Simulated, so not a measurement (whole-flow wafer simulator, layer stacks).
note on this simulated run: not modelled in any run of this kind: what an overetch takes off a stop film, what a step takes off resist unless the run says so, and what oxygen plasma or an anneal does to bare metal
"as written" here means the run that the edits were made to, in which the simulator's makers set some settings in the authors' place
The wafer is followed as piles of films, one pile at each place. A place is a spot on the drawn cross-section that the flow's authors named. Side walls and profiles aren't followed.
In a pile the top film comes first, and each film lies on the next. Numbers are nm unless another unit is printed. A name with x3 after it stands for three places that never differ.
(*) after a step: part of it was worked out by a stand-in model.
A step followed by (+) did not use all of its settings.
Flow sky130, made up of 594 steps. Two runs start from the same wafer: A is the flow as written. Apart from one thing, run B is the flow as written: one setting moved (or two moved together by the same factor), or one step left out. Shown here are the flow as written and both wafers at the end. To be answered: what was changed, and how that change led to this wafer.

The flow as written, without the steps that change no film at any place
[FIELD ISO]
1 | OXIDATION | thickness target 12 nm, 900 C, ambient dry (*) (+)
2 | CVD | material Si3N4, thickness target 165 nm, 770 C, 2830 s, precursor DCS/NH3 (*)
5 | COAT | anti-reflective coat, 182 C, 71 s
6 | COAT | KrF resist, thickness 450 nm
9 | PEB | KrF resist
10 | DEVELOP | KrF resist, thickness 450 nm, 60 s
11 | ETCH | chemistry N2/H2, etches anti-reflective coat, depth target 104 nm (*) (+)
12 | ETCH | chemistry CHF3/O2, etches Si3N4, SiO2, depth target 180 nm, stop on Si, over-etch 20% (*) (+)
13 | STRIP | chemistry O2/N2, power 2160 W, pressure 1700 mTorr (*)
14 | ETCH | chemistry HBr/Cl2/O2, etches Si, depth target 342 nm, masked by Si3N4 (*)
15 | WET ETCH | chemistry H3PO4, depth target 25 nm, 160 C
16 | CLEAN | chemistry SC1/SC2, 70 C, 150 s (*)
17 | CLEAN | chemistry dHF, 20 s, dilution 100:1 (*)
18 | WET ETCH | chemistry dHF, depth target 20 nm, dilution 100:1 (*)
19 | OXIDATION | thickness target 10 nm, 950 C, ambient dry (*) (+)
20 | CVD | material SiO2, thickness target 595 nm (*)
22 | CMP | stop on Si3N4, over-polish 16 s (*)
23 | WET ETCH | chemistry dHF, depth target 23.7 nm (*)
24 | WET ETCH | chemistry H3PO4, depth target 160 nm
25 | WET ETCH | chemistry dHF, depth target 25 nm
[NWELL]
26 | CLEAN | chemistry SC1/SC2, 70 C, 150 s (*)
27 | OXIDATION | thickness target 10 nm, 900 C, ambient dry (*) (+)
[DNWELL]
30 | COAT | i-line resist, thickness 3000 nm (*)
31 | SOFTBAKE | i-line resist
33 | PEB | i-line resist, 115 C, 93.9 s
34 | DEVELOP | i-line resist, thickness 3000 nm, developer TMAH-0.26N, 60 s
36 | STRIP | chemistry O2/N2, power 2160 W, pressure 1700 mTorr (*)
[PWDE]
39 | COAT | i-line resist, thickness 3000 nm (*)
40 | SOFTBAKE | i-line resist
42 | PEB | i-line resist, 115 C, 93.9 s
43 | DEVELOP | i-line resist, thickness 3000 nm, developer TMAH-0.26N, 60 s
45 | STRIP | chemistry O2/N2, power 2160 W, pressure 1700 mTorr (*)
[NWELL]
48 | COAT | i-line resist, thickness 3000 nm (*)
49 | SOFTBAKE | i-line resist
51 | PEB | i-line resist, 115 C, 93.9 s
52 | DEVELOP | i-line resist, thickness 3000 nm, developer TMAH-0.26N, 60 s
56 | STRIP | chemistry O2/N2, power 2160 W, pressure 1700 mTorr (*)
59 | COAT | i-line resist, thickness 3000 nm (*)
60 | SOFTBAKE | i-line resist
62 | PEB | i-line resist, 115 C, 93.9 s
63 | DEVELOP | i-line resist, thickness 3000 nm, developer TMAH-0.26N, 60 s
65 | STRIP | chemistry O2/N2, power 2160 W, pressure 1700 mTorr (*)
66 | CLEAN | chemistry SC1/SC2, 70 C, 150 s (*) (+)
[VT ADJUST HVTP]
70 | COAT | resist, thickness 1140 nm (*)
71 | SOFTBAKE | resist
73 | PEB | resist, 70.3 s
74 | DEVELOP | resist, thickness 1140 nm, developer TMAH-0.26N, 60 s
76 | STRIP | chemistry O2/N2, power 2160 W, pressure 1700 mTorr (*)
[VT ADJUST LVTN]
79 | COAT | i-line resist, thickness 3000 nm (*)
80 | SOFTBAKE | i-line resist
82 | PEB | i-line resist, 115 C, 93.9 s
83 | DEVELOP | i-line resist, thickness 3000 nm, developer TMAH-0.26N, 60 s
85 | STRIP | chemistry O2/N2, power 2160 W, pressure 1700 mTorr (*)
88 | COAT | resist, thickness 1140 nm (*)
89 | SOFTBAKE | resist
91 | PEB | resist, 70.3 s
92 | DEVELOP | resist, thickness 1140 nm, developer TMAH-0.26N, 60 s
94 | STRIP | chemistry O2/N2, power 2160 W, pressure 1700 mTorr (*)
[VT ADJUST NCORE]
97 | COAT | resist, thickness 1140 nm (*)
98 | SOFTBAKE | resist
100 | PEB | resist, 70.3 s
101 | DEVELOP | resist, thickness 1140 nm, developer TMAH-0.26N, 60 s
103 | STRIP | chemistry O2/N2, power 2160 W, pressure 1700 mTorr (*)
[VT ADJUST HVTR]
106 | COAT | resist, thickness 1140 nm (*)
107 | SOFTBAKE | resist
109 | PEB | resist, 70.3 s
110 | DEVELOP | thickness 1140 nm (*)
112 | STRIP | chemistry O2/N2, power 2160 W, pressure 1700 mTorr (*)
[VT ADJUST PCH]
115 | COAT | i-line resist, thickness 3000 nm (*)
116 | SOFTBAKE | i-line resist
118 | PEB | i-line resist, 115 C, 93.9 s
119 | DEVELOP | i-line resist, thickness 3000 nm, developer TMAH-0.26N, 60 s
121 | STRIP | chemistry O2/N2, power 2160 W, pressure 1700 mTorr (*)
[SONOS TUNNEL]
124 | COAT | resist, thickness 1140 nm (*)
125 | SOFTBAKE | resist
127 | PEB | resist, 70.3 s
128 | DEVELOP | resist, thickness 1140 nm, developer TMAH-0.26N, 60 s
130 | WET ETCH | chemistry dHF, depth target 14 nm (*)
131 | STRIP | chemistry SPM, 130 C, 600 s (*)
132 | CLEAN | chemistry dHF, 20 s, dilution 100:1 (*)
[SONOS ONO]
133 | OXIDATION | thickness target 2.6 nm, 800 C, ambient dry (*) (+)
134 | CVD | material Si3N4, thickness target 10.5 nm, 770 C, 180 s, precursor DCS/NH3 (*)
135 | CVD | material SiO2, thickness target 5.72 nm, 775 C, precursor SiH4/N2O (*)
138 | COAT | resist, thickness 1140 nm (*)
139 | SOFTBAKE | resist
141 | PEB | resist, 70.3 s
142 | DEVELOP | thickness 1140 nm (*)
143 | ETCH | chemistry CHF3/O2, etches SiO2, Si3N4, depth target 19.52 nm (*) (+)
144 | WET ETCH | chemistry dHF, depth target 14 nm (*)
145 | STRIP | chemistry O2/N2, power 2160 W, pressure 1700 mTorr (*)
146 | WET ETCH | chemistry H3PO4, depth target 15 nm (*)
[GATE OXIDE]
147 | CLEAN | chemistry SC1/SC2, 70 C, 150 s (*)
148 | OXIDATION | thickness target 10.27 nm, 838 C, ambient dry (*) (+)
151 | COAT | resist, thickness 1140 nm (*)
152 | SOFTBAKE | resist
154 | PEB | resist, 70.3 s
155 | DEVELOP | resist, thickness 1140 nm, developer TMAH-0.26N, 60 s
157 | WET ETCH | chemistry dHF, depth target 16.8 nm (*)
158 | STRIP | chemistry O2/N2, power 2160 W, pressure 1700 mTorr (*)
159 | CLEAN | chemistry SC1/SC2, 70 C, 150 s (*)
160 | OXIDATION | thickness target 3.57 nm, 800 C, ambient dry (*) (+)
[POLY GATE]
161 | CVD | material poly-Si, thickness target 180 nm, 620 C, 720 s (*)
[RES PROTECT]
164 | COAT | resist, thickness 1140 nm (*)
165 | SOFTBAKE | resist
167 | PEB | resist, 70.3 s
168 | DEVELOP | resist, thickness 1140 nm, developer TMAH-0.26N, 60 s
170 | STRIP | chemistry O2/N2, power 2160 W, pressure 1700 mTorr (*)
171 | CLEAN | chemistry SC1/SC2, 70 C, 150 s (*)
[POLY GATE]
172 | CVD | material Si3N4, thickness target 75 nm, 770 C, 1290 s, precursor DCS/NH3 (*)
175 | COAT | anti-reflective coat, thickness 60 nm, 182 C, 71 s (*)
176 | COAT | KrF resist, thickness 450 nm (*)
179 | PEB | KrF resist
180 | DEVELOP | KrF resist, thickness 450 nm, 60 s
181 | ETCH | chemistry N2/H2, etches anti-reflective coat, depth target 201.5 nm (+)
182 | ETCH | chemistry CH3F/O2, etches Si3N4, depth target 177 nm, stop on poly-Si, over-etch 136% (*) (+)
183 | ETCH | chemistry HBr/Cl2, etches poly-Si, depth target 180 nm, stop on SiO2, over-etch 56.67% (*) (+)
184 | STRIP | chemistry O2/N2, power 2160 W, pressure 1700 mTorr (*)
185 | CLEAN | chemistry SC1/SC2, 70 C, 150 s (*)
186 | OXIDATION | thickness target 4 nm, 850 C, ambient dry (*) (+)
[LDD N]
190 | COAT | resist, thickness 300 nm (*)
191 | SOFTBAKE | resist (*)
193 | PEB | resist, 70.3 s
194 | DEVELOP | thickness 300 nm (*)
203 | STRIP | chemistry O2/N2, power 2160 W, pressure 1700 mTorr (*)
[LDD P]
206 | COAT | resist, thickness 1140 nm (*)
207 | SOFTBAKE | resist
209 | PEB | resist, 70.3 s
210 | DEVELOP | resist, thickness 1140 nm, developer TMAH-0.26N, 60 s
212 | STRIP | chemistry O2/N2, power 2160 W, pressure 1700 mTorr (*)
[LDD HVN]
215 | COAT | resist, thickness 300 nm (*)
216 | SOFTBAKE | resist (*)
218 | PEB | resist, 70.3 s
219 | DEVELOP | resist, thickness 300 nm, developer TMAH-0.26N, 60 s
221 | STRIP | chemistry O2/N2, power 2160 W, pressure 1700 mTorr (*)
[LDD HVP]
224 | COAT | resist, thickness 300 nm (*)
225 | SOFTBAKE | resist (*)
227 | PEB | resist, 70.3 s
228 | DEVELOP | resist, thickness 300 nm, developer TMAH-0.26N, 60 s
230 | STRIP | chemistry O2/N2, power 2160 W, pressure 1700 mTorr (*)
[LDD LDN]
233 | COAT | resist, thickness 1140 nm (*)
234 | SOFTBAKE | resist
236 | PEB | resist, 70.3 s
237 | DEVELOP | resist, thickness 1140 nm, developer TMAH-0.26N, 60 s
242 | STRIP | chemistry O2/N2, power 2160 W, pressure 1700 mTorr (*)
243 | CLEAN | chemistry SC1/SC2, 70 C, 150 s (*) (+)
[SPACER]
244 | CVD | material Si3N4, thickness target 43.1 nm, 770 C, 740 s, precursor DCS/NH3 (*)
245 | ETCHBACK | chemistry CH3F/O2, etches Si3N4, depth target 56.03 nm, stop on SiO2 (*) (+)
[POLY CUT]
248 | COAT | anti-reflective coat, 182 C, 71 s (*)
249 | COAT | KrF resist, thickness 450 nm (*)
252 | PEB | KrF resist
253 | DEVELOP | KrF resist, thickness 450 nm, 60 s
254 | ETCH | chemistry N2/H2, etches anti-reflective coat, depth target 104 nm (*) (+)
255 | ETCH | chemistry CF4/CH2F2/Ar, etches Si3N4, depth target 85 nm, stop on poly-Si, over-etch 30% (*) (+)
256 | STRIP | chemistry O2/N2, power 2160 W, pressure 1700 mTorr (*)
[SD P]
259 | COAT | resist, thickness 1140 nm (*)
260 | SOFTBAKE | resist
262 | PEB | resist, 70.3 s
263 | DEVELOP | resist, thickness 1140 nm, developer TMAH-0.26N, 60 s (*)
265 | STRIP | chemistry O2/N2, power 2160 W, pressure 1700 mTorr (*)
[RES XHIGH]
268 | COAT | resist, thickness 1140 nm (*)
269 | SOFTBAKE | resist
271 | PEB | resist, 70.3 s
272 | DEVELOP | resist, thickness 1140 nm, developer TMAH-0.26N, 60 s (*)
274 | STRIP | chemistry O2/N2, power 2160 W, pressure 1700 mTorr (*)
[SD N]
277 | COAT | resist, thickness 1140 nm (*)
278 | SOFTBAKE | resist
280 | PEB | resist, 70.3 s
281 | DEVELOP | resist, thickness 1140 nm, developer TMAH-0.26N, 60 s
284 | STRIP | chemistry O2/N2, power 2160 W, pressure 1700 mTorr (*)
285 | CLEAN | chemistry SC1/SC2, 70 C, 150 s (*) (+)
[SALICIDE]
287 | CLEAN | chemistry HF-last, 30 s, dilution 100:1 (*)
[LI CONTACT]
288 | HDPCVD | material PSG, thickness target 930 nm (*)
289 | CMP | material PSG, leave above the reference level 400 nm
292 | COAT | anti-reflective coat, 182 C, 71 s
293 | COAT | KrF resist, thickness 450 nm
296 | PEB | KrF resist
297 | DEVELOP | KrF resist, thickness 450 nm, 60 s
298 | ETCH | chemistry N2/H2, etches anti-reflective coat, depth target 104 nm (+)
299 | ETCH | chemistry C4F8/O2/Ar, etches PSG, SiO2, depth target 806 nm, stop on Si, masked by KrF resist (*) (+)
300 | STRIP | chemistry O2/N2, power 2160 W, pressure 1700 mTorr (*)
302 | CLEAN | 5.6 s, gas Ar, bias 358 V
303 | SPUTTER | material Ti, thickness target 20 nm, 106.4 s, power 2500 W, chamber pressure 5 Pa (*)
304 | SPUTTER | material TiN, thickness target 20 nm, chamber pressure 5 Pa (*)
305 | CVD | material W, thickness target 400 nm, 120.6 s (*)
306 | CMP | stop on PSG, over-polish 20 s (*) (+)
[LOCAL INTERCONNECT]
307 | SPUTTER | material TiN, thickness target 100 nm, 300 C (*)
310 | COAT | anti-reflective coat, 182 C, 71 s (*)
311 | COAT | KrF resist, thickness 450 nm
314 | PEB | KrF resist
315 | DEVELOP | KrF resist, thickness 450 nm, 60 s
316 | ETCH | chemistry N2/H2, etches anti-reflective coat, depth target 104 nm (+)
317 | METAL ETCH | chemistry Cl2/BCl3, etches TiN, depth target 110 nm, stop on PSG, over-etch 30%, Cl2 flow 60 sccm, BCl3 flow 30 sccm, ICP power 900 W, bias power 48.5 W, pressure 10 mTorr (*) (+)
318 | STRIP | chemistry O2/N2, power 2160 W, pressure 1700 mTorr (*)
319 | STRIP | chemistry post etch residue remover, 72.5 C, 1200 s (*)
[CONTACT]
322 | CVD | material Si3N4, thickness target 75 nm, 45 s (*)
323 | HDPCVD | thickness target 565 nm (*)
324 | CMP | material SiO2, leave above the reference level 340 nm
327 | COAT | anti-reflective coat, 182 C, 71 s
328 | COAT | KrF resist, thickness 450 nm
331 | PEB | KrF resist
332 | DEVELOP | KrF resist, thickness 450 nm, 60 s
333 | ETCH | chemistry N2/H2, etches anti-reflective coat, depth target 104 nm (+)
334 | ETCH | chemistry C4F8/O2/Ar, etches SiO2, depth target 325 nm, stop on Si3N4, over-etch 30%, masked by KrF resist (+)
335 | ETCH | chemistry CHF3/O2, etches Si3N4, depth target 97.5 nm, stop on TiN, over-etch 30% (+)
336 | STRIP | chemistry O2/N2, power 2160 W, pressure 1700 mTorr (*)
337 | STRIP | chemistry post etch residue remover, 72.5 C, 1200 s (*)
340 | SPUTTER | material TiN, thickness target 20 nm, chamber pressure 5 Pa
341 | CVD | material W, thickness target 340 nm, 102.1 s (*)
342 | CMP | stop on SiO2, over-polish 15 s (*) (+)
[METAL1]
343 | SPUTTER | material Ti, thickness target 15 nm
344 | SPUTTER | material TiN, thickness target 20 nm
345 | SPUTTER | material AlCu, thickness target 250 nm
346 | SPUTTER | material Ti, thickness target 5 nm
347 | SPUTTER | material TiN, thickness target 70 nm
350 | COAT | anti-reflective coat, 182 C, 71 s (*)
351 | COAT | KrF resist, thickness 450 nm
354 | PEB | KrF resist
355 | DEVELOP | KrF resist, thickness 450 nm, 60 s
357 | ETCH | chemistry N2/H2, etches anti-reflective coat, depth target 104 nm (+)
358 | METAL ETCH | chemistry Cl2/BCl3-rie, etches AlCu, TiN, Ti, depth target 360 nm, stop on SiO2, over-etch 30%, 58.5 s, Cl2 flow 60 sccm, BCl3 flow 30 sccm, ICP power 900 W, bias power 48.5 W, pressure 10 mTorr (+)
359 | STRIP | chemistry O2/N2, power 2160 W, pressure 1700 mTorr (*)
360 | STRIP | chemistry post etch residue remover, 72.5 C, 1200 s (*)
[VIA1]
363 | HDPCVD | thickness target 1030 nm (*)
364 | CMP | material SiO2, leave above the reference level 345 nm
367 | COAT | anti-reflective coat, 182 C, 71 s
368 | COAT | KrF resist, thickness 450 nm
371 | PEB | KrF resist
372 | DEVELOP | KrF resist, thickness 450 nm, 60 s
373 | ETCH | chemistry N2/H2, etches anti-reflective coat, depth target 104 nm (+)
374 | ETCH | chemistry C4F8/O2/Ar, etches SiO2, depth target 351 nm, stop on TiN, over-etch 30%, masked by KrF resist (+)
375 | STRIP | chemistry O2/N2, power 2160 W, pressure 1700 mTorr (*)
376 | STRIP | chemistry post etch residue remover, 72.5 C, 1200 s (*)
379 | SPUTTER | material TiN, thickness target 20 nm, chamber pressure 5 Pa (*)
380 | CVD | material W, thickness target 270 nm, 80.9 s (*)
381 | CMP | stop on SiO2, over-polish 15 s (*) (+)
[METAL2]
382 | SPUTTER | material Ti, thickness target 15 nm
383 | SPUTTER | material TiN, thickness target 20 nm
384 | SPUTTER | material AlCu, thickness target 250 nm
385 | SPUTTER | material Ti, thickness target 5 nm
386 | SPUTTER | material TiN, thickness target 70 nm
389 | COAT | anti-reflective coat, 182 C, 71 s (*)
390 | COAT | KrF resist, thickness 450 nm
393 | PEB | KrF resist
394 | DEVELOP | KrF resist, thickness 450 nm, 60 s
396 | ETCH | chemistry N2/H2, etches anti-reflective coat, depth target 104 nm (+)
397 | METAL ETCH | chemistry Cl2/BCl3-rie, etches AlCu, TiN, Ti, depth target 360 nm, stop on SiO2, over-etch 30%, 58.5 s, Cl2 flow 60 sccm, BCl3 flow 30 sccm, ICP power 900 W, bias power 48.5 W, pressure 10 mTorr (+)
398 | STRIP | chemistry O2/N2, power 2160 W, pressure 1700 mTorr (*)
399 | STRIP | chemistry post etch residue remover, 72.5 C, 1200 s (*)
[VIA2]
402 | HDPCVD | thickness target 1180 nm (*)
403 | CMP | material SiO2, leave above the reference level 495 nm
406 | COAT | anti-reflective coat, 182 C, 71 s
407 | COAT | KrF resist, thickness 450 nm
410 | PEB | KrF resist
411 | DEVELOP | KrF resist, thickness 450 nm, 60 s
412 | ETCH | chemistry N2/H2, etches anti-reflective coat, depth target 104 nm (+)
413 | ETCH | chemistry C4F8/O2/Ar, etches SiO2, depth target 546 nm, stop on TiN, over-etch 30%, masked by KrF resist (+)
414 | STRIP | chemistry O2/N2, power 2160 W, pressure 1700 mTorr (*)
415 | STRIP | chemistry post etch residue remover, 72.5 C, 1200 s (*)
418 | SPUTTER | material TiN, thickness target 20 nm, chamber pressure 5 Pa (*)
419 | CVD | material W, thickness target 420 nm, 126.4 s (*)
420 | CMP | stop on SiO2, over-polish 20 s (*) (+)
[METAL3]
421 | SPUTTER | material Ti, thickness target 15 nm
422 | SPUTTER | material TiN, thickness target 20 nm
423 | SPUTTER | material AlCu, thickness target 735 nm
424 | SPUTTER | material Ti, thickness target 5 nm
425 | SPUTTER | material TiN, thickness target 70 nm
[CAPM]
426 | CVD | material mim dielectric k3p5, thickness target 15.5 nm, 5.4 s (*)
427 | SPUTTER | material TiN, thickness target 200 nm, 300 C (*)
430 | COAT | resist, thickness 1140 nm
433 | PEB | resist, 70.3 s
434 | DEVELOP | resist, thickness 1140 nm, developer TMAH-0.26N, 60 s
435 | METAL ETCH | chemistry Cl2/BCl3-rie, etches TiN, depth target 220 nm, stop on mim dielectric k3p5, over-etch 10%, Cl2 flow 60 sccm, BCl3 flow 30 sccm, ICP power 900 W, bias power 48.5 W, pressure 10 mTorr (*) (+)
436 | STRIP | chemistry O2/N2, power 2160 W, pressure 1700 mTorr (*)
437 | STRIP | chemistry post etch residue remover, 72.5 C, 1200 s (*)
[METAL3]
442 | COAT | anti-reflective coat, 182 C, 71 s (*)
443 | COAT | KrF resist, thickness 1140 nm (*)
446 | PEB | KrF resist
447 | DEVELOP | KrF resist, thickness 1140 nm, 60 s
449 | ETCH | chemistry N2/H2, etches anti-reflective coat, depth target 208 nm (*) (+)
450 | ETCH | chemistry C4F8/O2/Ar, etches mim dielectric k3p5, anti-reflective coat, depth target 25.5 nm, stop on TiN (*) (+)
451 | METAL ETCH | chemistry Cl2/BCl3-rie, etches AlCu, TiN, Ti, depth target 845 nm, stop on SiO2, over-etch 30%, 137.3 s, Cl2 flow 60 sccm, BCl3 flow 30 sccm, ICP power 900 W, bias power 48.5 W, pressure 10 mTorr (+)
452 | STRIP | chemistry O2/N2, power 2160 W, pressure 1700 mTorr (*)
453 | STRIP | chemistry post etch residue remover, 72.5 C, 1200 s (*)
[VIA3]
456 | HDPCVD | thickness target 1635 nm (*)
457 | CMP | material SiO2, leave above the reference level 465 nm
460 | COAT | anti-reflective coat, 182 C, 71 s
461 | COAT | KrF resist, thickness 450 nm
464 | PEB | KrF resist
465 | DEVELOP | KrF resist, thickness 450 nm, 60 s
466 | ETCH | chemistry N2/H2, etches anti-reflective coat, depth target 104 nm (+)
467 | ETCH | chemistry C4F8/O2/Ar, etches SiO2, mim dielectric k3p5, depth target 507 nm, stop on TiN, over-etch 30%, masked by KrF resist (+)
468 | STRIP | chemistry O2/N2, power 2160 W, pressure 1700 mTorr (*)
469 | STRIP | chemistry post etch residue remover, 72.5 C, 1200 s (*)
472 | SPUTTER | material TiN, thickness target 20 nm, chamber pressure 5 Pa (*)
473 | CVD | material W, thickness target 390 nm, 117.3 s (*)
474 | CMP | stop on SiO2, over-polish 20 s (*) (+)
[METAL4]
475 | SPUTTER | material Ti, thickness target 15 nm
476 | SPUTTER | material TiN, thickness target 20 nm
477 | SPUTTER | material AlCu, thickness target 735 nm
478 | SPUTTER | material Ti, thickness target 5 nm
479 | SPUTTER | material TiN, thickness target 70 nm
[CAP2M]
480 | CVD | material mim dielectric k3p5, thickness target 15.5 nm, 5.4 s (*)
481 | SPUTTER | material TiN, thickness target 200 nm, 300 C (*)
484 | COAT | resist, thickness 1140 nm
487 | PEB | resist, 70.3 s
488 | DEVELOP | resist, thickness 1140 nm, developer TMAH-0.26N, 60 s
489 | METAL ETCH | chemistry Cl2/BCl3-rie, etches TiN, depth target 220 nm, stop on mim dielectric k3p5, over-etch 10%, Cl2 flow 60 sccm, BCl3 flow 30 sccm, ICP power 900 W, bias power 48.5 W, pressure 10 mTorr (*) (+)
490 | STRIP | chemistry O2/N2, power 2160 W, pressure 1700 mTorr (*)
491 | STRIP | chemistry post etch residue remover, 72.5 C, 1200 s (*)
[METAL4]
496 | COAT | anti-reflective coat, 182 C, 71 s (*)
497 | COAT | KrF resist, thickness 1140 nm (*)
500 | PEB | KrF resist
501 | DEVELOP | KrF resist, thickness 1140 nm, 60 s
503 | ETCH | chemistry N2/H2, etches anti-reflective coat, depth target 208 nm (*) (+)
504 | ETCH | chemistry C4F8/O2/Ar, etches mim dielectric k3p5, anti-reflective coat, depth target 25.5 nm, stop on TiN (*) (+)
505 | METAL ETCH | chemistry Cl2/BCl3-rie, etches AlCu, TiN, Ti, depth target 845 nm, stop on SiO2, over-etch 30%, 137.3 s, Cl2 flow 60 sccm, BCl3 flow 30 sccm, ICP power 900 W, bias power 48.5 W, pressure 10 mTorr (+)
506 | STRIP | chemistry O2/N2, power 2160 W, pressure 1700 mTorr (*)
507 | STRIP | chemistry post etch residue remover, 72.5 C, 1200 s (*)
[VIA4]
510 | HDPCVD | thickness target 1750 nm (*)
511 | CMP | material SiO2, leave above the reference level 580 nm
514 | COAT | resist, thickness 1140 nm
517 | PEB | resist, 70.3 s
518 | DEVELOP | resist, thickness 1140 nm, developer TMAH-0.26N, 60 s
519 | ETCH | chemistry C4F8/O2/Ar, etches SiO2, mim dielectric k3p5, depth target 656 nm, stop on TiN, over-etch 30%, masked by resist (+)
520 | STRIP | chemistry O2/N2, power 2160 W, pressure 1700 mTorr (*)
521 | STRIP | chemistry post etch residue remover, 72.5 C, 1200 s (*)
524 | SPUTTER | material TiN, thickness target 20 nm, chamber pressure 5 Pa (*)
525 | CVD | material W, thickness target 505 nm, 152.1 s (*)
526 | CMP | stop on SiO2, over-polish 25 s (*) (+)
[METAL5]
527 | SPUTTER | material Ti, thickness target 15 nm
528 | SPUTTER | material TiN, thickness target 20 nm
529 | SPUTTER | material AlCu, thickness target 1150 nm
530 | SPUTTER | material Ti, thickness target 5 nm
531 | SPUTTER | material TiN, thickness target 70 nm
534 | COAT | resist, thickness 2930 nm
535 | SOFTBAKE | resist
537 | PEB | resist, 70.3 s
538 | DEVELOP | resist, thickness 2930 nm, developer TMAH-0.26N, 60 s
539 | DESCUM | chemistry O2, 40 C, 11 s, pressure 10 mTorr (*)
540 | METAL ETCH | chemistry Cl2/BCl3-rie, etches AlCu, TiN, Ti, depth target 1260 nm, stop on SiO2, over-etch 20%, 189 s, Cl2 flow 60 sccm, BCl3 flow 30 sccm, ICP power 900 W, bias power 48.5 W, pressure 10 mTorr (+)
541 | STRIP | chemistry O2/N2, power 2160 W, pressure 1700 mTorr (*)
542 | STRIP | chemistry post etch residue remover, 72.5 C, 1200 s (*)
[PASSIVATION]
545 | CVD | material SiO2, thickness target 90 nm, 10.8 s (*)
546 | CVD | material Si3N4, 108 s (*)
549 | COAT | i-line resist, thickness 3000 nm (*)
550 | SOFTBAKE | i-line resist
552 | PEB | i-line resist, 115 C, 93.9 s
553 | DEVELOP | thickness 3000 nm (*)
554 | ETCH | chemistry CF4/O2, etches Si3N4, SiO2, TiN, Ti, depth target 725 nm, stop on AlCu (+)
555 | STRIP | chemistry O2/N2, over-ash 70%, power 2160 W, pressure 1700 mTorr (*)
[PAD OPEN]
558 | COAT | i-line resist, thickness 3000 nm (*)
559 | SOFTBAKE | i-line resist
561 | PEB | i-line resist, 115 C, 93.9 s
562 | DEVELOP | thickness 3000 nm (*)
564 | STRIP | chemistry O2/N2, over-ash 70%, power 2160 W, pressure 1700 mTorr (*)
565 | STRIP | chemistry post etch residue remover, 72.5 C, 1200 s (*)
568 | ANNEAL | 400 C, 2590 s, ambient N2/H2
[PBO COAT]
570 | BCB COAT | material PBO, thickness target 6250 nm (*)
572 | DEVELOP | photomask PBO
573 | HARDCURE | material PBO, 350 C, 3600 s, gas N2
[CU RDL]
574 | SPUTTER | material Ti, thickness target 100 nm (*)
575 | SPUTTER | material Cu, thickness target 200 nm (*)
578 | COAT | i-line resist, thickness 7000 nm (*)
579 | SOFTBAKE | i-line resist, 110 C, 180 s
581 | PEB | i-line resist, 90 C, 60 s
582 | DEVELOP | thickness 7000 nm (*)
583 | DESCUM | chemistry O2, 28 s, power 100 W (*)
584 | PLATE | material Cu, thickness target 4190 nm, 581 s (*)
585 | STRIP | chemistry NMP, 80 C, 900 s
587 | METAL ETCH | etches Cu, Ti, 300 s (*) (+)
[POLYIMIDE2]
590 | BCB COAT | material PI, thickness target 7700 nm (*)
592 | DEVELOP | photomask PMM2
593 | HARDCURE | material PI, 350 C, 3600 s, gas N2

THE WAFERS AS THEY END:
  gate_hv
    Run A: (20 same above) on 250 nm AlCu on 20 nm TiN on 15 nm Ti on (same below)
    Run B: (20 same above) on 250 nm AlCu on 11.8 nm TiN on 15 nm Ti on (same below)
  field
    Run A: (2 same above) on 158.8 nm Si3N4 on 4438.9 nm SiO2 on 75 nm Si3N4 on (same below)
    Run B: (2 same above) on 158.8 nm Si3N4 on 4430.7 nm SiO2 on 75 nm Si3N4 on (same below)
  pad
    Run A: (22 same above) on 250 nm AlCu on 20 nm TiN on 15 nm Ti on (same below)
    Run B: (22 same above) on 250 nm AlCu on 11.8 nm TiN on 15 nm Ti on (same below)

Cause: step 383, SPUTTER: thickness target 11.8 nm was run, though the flow has thickness target 20 nm.
One can read it off the wafer: gate_hv has TiN 11.8, and step 383 as written asks for 20 nm.

How this came from the change, step by step:
  383 | SPUTTER | material TiN, thickness target 20 nm
      field, active, n_well and 188 more: A +20 TiN (new film) | B +11.8 TiN (new film)
  397 | METAL ETCH | chemistry Cl2/BCl3-rie, etches AlCu, TiN, Ti, depth target 360 nm, stop on SiO2, over-etch 30%, 58.5 s, Cl2 flow 60 sccm, BCl3 flow 30 sccm, ICP power 900 W, bias power 48.5 W, pressure 10 mTorr (+)
      field, active, gate and 82 more: A -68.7 TiN (all of it), -5 Ti (all of it), -250 AlCu (all of it), -20 TiN (all of it), -15 Ti (all of it), -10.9 SiO2 | B -68.7 TiN (all of it), -5 Ti (all of it), -250 AlCu (all of it), -11.8 TiN (all of it), -15 Ti (all of it), -11.8 SiO2
